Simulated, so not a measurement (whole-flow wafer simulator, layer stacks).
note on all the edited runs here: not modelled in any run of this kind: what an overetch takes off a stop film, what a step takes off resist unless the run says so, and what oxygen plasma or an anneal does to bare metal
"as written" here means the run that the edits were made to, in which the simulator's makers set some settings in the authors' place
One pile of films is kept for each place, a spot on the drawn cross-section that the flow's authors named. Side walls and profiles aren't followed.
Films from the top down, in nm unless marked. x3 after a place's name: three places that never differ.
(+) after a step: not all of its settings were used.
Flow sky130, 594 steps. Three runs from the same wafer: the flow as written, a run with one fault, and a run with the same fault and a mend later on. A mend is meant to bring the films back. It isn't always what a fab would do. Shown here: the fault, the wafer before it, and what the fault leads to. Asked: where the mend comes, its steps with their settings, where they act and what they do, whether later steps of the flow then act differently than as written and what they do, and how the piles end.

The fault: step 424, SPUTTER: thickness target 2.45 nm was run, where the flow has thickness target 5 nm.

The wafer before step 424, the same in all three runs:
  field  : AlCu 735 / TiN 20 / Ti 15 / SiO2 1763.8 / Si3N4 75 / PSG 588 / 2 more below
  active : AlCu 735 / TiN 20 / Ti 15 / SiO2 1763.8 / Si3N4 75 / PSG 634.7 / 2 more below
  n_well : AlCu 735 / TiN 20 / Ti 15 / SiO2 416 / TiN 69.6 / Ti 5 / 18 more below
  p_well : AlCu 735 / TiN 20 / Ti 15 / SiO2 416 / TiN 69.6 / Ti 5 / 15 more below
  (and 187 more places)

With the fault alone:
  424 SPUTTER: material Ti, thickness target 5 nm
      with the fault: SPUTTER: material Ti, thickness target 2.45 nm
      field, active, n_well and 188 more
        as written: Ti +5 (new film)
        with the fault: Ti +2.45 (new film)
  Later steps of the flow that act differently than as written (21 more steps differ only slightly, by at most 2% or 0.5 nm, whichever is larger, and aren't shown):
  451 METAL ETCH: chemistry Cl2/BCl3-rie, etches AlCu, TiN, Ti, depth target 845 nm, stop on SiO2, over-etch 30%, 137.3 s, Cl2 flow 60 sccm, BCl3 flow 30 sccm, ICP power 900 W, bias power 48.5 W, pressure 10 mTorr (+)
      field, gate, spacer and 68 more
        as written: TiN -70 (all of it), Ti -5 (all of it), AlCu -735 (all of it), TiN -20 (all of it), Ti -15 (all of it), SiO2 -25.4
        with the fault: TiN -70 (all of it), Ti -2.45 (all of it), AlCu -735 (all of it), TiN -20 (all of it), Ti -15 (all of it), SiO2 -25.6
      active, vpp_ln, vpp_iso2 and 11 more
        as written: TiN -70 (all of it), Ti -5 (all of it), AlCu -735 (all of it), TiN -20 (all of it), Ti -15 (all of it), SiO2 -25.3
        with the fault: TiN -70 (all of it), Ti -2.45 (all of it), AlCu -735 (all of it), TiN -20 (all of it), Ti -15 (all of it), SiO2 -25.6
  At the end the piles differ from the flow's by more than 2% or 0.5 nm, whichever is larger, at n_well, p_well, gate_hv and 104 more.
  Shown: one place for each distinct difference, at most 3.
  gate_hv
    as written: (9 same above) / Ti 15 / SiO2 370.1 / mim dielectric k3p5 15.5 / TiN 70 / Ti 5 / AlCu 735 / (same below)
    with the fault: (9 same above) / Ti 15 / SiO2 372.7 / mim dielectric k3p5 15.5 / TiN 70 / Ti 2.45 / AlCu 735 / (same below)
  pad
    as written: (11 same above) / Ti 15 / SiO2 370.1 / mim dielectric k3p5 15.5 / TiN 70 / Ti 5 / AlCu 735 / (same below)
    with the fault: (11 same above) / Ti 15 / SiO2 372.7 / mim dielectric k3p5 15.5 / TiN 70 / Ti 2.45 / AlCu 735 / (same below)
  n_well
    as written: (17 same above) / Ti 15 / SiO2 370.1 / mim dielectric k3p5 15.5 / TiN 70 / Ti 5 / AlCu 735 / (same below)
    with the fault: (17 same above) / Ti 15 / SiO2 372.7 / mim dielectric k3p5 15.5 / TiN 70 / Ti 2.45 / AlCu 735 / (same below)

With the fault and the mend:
  The mend comes after step 424.
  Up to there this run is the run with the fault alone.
  424a SPUTTER: material Ti, thickness target 2.55 nm (the flow's step 424 once more, with other settings)
      field, active, n_well and 188 more
        Ti +2.55
  No later step of the flow acts differently than as written at any place that is followed.
  At the end the piles are the same as the flow's at every place that both follow.
